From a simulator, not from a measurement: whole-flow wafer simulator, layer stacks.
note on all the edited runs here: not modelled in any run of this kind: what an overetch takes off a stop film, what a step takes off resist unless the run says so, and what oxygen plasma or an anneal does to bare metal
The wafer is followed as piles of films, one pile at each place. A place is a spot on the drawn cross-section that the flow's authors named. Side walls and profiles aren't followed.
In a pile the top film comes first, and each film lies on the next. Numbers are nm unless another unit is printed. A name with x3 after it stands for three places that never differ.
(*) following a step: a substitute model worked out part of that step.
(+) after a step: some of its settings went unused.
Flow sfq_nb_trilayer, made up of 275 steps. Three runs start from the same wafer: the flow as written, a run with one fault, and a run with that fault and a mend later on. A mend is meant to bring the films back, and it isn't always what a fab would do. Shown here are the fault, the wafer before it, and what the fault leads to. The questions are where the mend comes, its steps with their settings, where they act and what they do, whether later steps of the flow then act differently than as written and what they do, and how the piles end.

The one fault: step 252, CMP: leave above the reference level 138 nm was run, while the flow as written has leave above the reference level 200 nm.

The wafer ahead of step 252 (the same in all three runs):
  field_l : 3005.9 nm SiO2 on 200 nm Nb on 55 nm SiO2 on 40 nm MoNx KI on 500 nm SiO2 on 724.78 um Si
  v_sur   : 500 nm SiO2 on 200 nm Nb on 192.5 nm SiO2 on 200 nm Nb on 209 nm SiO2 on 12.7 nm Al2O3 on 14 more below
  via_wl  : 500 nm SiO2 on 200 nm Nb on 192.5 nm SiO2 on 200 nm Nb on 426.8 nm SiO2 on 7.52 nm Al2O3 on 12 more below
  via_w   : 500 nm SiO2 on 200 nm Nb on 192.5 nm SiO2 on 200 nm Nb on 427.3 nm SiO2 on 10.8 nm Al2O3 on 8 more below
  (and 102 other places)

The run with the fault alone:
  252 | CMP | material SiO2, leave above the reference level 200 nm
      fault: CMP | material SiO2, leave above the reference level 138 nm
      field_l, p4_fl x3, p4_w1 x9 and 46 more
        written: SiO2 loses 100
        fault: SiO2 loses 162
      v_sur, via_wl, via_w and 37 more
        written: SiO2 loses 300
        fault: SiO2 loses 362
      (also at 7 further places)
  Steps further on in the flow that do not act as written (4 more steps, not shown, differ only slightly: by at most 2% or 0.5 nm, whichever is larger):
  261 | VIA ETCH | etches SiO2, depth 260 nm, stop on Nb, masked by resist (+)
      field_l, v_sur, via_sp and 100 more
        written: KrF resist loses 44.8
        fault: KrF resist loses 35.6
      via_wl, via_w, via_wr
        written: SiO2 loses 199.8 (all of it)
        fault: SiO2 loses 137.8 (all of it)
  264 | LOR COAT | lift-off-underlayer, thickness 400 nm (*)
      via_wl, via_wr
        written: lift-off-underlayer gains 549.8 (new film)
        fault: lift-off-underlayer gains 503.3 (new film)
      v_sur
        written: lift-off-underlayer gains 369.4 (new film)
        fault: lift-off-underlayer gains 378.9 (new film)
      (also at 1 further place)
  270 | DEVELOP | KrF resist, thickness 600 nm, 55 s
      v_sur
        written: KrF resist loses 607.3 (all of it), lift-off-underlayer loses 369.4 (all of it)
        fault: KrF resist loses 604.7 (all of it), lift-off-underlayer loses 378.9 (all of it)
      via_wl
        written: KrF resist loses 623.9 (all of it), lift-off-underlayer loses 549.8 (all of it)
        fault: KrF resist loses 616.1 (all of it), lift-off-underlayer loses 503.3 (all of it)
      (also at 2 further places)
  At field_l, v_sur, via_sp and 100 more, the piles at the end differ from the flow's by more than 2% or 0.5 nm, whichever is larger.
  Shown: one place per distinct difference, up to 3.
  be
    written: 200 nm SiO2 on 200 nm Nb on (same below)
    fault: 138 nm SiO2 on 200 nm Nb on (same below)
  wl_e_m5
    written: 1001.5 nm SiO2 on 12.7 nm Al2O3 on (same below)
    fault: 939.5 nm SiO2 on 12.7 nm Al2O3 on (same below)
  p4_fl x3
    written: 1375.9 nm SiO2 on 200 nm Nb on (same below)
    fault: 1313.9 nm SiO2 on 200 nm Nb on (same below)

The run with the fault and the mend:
  The mend follows step 259.
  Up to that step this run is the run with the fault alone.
  259a | STRIP | over-ash 65%, gas O2, power 200 W (*)
      field_l, v_sur, via_sp and 100 more
        KrF resist loses 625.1 (all of it), anti-reflective coat loses 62 (all of it)
      via_wl, via_w, via_wr
        anti-reflective coat loses 62 (all of it)
  259b | PECVD | material SiO2, thickness 62 nm, 150 C, 13.78 s, RF power 183.3 W, pressure 2.4 Torr, precursor SiH4/N2O (the flow's step 251, run once more with other settings)
      field_l, v_sur, via_wl and 103 more
        SiO2 gains 62
  259c | COAT | anti-reflective coat, thickness 62 nm (the flow's step 254, run once more)
      field_l, v_sur, via_wl and 103 more
        anti-reflective coat gains 62 (new film)
  259d | COAT | KrF resist, thickness 650 nm (the flow's step 255, run once more)
      field_l, v_sur, via_wl and 103 more
        KrF resist gains 650 (new film)
  259e | SOFTBAKE | KrF resist (the flow's step 256, run once more)
      does not change any film at any place that is followed
  259f | EXPOSE | photomask I7, dose 11.93 mJ/cm2, NA 0.6, wavelength 248 nm (*) (the flow's step 257, run once more)
      does not change any film at any place that is followed
  259g | PEB | KrF resist, 90 s (the flow's step 258, run once more)
      field_l, v_sur, via_wl and 103 more
        KrF resist loses 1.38
  259h | DEVELOP | KrF resist, thickness 650 nm, 60 s (the flow's step 259, run once more)
      field_l, v_sur, via_sp and 100 more
        KrF resist loses 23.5
      via_wl, via_w, via_wr
        KrF resist loses 648.6 (all of it)
  None of the later steps of the flow acts differently than as written at any place that is followed.
  By the end, the piles equal the flow's at every place that both follow.
